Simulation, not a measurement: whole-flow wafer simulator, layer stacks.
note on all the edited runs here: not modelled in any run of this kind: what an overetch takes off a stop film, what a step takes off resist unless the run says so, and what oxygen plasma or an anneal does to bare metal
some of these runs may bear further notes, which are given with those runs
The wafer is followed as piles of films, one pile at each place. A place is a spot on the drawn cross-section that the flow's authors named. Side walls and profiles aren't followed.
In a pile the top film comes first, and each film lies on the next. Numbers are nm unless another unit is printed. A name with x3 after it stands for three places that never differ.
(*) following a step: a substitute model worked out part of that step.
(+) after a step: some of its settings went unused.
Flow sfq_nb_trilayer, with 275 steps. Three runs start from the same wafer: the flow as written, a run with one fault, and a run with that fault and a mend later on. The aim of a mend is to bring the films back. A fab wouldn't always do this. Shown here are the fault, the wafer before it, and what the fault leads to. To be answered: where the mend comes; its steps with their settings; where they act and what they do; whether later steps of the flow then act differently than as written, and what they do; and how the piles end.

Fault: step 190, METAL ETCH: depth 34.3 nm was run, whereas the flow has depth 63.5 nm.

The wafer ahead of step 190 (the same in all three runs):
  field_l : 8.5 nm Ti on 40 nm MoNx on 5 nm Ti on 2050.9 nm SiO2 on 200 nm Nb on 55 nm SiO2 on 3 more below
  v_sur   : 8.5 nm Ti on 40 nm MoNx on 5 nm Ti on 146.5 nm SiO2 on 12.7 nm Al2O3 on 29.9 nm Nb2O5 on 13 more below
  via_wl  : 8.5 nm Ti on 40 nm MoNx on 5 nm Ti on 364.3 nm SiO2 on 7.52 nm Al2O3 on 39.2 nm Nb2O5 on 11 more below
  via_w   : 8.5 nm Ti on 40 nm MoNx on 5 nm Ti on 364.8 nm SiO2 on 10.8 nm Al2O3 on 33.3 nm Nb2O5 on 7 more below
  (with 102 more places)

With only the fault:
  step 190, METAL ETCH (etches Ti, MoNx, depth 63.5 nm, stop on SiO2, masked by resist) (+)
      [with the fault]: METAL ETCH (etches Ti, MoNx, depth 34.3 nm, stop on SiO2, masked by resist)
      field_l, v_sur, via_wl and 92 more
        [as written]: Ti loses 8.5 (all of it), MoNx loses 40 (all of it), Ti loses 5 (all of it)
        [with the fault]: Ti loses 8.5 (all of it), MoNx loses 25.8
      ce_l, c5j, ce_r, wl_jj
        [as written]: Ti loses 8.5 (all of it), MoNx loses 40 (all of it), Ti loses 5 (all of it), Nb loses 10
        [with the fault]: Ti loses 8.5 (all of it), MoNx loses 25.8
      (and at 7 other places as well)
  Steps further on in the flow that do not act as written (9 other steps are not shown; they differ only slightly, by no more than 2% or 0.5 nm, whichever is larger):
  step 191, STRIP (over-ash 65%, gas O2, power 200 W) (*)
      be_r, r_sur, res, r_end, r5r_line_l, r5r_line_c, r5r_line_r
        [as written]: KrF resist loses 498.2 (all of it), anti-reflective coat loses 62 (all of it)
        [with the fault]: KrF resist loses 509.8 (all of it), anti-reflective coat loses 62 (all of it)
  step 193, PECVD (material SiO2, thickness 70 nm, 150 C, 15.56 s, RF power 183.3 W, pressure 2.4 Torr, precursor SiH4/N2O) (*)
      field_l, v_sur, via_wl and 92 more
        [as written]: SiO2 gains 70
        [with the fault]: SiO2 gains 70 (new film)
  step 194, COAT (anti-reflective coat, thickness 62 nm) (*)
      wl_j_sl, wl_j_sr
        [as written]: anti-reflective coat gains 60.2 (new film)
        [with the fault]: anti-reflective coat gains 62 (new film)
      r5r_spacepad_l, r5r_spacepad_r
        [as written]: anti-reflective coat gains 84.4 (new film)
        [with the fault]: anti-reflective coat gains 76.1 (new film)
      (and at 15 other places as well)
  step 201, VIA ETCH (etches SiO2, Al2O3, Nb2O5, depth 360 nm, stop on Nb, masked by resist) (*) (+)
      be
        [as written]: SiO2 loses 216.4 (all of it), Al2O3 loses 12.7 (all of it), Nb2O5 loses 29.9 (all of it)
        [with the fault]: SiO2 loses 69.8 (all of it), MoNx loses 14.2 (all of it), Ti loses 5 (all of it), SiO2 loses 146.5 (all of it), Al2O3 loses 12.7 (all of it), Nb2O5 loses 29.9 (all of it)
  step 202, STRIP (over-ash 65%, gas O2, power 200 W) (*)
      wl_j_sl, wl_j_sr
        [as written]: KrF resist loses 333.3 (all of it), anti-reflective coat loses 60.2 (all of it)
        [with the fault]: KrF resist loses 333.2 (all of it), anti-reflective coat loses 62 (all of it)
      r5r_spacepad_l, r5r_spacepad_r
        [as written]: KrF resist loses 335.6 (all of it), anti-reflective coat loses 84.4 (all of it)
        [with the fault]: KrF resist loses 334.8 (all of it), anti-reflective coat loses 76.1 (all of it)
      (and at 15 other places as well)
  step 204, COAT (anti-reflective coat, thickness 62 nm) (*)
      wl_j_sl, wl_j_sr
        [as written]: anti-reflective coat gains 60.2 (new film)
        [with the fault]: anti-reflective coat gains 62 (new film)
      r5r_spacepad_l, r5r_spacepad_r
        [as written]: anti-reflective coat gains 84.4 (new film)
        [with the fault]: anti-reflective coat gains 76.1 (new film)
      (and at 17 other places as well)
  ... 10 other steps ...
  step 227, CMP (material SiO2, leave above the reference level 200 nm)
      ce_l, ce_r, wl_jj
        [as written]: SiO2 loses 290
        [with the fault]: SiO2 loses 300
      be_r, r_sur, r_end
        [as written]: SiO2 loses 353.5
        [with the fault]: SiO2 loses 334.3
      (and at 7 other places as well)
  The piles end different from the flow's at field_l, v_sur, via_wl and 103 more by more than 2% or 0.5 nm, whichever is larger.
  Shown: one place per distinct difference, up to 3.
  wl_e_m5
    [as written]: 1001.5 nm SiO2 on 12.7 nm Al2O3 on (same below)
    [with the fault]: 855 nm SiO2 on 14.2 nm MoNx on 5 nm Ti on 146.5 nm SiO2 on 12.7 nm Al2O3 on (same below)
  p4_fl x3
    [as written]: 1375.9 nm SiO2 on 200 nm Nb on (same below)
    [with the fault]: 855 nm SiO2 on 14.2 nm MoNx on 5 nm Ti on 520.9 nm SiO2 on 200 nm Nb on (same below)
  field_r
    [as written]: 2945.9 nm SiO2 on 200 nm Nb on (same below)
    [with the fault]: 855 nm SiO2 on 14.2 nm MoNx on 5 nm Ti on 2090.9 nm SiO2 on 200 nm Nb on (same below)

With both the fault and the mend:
  The mend follows step 190.
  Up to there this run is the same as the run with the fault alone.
  step 190a, METAL ETCH (etches Ti, MoNx, depth 29.2 nm, stop on SiO2, masked by resist) (+) (the flow's step 190 again, with other settings)
      field_l, v_sur, via_wl and 92 more
        MoNx loses 14.2 (all of it), Ti loses 5 (all of it)
      be_r, r_sur, res, r_end, r5r_line_l, r5r_line_c, r5r_line_r
        KrF resist loses 11.7
      ce_l, c5j, ce_r, wl_jj
        MoNx loses 14.2 (all of it), Ti loses 5 (all of it), Nb loses 10
  None of the later steps of the flow acts differently than as written at any place that is followed.
  At every place that both follow, the piles at the end match the flow's.
